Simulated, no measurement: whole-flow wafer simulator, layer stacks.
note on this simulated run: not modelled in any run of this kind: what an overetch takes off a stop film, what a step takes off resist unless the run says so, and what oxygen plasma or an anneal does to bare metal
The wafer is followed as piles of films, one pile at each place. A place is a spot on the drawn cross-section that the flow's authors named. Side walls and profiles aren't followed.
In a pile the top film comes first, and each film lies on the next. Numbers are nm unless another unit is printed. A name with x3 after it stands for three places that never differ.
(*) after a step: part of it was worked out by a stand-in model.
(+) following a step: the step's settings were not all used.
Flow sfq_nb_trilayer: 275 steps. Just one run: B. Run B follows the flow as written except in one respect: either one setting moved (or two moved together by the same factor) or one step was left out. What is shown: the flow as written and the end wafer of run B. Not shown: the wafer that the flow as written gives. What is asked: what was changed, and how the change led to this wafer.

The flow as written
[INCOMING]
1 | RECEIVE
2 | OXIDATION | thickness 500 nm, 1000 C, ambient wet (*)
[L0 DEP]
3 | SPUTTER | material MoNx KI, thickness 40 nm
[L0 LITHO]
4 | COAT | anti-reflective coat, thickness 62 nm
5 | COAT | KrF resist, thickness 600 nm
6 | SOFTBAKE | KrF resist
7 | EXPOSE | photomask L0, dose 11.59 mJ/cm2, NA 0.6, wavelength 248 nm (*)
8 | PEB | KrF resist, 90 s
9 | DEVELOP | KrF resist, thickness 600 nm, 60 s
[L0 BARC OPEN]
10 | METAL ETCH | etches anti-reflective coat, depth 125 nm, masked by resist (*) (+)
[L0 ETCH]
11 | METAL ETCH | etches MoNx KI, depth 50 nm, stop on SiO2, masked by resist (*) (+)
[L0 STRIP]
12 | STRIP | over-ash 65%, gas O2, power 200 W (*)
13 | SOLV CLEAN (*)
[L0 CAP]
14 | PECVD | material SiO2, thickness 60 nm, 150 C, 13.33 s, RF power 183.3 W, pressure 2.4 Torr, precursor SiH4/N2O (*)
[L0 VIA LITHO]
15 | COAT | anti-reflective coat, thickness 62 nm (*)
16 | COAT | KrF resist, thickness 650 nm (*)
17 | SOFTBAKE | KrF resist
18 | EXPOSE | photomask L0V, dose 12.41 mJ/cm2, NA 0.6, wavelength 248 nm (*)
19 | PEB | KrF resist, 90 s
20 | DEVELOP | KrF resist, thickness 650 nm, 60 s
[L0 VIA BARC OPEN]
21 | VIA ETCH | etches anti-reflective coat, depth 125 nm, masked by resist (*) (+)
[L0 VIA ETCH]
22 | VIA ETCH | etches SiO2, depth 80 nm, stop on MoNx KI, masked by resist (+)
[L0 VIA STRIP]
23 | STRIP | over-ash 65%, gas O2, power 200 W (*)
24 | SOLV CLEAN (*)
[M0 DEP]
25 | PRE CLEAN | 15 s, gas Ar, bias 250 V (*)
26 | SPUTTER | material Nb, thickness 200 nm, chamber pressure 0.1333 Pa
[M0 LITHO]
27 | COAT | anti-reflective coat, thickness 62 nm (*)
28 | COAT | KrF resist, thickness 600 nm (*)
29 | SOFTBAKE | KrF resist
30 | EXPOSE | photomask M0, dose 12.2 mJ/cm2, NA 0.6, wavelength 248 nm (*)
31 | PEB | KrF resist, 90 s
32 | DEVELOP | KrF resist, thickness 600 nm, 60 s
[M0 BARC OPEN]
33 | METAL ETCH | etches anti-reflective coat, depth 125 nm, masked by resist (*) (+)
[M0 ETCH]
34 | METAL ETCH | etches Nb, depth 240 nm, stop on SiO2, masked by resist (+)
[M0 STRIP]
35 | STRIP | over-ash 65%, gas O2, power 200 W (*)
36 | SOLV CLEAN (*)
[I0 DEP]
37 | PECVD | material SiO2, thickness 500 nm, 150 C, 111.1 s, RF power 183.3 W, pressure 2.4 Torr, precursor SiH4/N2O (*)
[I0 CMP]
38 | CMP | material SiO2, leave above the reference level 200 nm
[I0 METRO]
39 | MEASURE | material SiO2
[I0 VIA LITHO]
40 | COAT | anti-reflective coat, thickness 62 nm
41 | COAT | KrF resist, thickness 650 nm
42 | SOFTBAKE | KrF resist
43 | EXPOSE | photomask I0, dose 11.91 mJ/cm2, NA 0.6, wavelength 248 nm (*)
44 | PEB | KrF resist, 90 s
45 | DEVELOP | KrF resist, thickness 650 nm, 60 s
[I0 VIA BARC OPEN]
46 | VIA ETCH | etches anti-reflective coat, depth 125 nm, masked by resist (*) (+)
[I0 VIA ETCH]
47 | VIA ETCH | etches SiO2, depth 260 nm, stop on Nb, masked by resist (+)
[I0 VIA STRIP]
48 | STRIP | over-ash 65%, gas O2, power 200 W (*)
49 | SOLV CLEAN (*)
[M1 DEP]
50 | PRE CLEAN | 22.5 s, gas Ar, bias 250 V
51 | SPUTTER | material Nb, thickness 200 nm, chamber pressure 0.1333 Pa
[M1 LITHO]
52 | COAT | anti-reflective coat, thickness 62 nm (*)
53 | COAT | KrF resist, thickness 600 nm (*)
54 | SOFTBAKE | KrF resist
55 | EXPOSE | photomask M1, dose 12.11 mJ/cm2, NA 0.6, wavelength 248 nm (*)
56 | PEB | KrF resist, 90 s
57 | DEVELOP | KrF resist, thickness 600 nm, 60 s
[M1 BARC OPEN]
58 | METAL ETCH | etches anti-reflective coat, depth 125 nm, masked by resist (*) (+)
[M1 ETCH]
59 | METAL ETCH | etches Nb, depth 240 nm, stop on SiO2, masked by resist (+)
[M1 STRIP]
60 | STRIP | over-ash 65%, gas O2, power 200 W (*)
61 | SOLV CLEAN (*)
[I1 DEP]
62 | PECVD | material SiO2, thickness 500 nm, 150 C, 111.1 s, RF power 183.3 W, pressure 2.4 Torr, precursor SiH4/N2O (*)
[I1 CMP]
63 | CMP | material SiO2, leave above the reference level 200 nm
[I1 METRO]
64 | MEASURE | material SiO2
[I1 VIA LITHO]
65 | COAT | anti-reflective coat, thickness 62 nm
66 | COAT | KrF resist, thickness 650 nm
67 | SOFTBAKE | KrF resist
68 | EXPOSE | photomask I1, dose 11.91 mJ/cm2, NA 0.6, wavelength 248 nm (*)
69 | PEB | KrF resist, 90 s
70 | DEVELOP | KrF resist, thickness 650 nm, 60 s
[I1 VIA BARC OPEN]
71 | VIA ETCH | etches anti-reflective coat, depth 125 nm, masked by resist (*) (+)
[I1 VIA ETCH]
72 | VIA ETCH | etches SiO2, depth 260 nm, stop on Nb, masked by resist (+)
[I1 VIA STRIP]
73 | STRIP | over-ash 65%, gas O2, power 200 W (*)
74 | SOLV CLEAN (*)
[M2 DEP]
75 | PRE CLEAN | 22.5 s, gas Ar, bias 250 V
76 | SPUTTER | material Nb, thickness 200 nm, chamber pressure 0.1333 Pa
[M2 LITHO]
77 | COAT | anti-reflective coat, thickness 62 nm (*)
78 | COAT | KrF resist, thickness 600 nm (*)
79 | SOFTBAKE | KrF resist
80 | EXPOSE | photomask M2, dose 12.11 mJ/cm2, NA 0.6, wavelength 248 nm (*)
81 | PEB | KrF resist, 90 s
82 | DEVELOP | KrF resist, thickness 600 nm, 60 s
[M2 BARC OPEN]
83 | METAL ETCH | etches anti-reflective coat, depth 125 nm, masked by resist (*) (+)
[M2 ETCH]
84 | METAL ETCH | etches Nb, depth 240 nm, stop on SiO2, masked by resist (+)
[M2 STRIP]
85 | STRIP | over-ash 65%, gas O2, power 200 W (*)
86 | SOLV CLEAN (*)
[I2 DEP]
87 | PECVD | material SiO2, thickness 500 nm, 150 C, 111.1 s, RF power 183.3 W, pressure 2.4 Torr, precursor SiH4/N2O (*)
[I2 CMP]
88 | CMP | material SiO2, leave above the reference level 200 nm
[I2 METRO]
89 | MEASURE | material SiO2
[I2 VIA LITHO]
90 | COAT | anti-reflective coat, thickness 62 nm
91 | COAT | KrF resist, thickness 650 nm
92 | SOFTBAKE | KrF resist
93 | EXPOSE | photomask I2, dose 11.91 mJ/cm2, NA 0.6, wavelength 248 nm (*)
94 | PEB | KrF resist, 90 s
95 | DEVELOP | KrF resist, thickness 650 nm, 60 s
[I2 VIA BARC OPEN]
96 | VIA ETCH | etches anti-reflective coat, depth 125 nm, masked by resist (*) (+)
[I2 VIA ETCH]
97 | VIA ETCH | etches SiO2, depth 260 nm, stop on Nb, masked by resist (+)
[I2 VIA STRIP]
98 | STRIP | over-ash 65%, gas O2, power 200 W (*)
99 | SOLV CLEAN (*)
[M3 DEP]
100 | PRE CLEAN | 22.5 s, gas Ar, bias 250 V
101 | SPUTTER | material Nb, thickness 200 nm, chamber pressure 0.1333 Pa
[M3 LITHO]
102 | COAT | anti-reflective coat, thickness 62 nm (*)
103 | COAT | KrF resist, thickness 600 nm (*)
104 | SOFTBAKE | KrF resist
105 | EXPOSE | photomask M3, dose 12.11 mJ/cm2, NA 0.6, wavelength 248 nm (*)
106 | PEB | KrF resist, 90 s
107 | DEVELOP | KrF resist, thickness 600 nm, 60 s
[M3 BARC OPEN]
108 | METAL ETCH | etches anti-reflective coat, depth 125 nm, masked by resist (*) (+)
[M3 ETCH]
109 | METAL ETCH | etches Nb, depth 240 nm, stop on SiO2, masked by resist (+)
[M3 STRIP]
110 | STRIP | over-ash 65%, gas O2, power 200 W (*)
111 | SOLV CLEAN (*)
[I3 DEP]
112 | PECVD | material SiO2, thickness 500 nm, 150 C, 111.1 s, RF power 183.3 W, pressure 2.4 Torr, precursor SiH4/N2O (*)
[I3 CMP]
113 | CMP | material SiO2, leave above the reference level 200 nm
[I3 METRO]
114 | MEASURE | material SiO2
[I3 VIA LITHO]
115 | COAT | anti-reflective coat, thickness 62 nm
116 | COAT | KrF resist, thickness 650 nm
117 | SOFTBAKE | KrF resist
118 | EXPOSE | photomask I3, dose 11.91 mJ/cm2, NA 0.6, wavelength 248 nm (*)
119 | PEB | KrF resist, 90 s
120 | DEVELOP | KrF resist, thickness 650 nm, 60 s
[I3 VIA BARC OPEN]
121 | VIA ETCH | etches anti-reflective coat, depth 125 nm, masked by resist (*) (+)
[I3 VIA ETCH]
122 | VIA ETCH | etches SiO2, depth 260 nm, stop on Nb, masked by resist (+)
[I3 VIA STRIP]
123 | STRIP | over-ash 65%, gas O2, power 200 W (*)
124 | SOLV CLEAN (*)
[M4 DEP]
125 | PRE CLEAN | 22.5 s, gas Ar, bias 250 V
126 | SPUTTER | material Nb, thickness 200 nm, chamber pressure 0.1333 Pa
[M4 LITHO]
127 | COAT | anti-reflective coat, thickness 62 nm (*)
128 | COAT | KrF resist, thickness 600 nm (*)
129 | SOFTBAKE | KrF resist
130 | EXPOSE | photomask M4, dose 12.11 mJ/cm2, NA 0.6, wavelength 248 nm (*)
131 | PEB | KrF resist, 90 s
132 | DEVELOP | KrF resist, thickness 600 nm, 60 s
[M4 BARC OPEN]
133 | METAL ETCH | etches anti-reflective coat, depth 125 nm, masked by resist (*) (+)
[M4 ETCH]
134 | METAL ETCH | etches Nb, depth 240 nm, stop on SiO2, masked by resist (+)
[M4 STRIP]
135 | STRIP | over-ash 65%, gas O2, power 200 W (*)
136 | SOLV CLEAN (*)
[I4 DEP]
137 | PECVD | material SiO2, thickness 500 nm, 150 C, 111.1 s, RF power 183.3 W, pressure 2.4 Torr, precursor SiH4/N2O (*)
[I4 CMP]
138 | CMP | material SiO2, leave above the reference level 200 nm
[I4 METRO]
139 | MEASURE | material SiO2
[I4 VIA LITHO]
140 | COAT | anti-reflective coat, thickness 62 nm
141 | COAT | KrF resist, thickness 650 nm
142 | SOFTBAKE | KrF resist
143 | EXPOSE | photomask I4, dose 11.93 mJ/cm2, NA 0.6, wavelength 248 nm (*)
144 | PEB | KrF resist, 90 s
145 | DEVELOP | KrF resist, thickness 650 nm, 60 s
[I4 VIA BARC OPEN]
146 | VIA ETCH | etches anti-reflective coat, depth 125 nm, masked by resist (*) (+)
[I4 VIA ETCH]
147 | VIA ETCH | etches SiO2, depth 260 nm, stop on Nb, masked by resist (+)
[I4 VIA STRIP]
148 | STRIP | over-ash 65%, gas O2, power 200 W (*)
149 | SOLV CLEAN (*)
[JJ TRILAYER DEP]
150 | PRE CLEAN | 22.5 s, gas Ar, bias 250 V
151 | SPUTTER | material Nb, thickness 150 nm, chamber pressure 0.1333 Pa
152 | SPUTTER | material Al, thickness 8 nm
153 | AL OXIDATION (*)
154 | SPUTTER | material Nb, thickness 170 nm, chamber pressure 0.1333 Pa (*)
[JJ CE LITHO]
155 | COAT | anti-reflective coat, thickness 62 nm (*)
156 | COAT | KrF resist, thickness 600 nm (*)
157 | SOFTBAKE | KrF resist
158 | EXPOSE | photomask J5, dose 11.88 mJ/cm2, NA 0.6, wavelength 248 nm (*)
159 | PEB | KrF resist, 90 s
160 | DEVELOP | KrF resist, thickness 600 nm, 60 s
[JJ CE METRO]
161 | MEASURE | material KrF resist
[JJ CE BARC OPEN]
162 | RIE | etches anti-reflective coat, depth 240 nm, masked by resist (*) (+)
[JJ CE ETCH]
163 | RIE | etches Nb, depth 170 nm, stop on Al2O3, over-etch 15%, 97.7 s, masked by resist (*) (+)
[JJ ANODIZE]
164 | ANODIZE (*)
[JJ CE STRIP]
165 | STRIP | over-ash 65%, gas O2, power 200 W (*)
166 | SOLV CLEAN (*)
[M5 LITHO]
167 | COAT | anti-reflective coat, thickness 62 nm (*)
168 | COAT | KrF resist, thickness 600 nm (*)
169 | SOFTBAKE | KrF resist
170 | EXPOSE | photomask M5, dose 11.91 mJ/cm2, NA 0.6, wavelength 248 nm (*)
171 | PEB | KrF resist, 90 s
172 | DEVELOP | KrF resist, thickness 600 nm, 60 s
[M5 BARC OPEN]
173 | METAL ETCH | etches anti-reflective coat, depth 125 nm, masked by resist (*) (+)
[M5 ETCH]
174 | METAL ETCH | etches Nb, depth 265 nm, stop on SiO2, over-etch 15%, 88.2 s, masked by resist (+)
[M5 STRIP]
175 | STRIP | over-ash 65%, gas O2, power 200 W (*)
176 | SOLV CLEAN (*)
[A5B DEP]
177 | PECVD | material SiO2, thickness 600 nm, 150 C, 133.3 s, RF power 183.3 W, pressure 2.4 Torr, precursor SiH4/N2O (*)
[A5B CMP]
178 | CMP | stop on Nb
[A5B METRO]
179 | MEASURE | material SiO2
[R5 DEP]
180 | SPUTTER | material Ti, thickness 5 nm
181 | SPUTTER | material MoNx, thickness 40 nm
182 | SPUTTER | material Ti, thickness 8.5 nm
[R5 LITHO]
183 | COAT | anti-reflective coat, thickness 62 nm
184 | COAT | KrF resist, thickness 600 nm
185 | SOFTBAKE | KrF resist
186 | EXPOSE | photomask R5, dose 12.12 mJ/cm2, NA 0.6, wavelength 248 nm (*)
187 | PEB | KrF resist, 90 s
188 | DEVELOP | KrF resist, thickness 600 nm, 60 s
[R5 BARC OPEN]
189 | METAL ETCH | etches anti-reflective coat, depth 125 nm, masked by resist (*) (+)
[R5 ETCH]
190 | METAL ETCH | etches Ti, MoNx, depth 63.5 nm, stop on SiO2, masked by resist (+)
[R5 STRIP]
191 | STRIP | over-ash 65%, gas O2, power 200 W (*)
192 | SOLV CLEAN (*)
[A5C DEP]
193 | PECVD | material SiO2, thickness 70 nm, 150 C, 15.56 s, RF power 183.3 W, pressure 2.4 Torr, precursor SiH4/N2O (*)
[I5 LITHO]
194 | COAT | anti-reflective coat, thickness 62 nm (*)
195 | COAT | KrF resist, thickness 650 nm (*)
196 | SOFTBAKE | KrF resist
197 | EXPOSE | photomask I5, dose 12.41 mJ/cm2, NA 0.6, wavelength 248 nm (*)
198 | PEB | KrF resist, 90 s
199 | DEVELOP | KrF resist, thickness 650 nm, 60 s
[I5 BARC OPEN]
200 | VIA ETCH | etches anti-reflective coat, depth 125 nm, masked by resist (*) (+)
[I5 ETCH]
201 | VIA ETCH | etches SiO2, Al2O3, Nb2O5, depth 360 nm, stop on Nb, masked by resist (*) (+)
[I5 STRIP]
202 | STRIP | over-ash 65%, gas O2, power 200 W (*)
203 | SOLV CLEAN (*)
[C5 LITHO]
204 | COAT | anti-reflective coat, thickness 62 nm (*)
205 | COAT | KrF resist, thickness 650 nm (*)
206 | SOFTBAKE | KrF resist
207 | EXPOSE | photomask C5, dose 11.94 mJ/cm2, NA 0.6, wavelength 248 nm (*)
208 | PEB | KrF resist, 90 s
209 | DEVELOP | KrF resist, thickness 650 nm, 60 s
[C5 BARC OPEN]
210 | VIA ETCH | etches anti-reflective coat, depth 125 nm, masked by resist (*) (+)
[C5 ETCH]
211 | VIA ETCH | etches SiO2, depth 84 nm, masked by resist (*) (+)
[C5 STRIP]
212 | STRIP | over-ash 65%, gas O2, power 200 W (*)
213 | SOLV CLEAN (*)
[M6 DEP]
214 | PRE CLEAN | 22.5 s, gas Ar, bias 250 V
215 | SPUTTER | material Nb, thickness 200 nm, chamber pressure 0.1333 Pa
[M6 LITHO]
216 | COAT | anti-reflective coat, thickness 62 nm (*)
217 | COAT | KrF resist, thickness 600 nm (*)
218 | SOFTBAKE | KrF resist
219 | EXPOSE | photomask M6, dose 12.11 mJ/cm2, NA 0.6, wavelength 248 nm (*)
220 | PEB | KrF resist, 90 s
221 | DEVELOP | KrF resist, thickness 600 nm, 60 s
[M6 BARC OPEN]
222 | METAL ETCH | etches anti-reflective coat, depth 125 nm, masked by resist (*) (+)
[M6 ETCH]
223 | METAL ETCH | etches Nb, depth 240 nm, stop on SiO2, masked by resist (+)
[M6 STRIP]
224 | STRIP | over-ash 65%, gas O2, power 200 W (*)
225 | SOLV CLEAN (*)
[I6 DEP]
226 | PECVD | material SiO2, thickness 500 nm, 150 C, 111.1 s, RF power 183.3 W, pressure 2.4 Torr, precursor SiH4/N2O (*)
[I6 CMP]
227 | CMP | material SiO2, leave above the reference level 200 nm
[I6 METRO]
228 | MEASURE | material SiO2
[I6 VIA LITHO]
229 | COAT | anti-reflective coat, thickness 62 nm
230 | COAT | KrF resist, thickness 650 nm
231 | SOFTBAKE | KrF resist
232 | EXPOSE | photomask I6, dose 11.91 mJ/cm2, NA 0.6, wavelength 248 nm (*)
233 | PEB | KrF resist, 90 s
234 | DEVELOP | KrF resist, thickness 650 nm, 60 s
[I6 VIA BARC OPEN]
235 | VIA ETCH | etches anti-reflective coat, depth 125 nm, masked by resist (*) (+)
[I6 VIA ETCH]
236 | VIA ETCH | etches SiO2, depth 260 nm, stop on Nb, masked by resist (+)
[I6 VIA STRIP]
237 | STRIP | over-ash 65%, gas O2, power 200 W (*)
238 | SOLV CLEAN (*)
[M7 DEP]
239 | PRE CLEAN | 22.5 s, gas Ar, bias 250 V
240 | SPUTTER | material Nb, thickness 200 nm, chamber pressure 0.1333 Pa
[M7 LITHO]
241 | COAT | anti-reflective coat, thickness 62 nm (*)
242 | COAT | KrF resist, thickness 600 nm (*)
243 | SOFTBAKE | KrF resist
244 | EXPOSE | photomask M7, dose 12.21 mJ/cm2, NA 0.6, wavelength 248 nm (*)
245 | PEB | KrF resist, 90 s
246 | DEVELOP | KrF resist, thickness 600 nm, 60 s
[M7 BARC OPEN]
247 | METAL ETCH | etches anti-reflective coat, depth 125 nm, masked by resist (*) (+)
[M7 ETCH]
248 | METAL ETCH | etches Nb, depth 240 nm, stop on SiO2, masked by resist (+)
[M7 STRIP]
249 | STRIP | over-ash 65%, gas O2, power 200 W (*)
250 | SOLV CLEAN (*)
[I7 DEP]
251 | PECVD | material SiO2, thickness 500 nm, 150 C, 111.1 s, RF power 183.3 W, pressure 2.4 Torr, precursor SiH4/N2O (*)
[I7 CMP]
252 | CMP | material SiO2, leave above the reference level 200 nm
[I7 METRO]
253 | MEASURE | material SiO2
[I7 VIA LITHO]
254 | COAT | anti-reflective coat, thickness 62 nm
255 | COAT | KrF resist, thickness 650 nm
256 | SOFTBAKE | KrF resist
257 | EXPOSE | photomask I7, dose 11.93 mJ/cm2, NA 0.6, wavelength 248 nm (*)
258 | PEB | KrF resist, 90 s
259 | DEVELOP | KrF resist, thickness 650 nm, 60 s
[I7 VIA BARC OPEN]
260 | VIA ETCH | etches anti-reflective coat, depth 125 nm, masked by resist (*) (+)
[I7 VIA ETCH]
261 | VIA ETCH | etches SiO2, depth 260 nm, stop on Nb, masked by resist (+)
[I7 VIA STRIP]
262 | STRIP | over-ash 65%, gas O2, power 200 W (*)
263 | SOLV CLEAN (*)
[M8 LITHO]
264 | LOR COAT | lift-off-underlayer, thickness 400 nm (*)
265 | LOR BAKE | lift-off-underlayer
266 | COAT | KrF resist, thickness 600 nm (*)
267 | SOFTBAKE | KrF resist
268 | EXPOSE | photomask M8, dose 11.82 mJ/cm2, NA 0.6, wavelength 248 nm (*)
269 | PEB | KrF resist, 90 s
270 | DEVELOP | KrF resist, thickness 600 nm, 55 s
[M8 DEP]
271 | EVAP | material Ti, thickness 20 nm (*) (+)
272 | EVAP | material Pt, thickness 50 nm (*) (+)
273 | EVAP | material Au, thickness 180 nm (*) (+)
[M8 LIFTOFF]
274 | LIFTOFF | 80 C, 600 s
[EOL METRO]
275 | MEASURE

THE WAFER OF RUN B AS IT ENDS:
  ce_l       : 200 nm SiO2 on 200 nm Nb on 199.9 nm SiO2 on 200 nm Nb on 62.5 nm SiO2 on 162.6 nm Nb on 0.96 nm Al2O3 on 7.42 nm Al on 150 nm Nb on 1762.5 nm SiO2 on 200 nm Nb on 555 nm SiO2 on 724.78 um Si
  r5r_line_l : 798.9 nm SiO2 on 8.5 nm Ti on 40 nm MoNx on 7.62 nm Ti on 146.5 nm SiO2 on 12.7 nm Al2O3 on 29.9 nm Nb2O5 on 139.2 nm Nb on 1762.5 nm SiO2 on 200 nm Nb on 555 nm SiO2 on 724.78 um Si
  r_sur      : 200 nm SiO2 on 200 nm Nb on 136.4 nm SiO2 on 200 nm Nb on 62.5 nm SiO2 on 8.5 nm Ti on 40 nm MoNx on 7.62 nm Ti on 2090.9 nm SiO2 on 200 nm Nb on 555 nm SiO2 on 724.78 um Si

What caused this: step 180, SPUTTER: thickness 7.62 nm was run, though the flow has thickness 5 nm.
One can read it off the wafer: r5r_line_l has Ti 7.62, and step 180 as written asks for 5 nm.

The path from the change to this, step by step:
  180 | SPUTTER | material Ti, thickness 5 nm
      field_l, v_sur, via_wl and 103 more: +7.62 Ti (new film) (in the flow as written it would be: +5 Ti (new film))
  190 | METAL ETCH | etches Ti, MoNx, depth 63.5 nm, stop on SiO2, masked by resist (+)
      field_l, v_sur, via_wl and 92 more: -8.5 Ti (all of it), -40 MoNx (all of it), -7.62 Ti (all of it) (in the flow as written it would be: -8.5 Ti (all of it), -40 MoNx (all of it), -5 Ti (all of it))
      ce_l, c5j, ce_r, wl_jj: -8.5 Ti (all of it), -40 MoNx (all of it), -7.62 Ti (all of it), -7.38 Nb (in the flow as written it would be: -8.5 Ti (all of it), -40 MoNx (all of it), -5 Ti (all of it), -10 Nb)
  194 | COAT | anti-reflective coat, thickness 62 nm (*)
      ce_r: +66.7 anti-reflective coat (new film) (in the flow as written it would be: +68.1 anti-reflective coat (new film))
  202 | STRIP | over-ash 65%, gas O2, power 200 W (*)
      ce_r: -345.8 KrF resist (all of it), -66.7 anti-reflective coat (all of it) (in the flow as written it would be: -346.1 KrF resist (all of it), -68.1 anti-reflective coat (all of it))
  204 | COAT | anti-reflective coat, thickness 62 nm (*)
      ce_r: +65.8 anti-reflective coat (new film) (in the flow as written it would be: +67.2 anti-reflective coat (new film))
  212 | STRIP | over-ash 65%, gas O2, power 200 W (*)
      ce_r: -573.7 KrF resist (all of it), -65.8 anti-reflective coat (all of it) (in the flow as written it would be: -573.7 KrF resist (all of it), -67.2 anti-reflective coat (all of it))
  216 | COAT | anti-reflective coat, thickness 62 nm (*)
      ce_r: +47.8 anti-reflective coat (new film) (in the flow as written it would be: +48.8 anti-reflective coat (new film))
  224 | STRIP | over-ash 65%, gas O2, power 200 W (*)
      ce_r: -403 KrF resist (all of it), -47.8 anti-reflective coat (all of it) (in the flow as written it would be: -403.5 KrF resist (all of it), -48.8 anti-reflective coat (all of it))
